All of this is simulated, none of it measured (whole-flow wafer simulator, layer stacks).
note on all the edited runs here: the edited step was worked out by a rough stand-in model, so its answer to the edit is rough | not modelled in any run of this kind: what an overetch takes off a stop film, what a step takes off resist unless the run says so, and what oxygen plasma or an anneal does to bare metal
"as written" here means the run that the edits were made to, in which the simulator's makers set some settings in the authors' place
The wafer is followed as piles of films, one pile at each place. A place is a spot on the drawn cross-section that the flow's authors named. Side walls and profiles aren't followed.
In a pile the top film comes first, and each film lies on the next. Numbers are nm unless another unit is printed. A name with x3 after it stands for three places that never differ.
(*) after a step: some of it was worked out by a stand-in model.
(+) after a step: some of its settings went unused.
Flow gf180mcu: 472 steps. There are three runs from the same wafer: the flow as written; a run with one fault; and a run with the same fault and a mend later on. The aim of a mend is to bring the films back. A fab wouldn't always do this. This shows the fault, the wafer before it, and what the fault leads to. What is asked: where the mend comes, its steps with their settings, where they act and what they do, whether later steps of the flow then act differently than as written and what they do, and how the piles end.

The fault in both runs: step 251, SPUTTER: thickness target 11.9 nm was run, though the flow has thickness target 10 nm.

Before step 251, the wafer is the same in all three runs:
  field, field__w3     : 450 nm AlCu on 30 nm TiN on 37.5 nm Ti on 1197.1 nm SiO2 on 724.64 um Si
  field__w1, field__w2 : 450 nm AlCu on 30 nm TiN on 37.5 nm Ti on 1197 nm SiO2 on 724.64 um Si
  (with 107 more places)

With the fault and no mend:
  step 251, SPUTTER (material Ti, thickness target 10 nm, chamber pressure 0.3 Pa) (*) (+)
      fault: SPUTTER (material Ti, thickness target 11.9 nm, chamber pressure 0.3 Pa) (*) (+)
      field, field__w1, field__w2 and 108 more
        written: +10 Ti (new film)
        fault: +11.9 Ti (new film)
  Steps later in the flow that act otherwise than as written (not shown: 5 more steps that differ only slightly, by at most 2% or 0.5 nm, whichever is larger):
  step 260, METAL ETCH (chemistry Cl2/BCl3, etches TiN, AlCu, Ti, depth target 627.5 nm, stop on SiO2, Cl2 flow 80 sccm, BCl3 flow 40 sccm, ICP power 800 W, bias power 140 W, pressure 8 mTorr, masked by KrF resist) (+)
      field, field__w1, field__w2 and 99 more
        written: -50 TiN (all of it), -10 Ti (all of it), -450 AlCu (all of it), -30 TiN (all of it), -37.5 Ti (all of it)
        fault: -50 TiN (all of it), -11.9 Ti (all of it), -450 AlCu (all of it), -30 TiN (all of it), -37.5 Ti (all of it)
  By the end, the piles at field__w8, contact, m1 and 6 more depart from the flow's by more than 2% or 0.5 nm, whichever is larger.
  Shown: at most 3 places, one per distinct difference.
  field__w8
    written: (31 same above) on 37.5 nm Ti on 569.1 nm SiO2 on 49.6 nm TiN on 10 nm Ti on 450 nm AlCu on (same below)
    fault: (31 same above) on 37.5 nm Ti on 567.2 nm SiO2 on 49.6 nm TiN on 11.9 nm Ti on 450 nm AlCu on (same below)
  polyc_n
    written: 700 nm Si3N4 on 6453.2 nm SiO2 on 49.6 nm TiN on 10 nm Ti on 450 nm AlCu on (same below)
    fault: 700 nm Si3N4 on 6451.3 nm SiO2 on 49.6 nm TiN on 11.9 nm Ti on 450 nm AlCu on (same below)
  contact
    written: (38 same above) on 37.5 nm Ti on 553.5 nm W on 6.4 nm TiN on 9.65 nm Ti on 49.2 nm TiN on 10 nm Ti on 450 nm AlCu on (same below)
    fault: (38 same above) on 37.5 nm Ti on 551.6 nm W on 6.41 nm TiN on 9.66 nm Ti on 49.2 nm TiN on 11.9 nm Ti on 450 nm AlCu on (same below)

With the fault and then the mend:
  The mend follows step 251.
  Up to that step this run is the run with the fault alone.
  step 251a, METAL ETCH (chemistry Cl2/BCl3, etches TiN, AlCu, Ti, depth target 1.9 nm, Cl2 flow 80 sccm, BCl3 flow 40 sccm, ICP power 800 W, bias power 140 W, pressure 8 mTorr)
      field, field__w1, field__w2 and 108 more
        -1.9 Ti
  None of the later steps of the flow acts differently than as written at any place that is followed.
  By the end, the piles equal the flow's at every place that both follow.
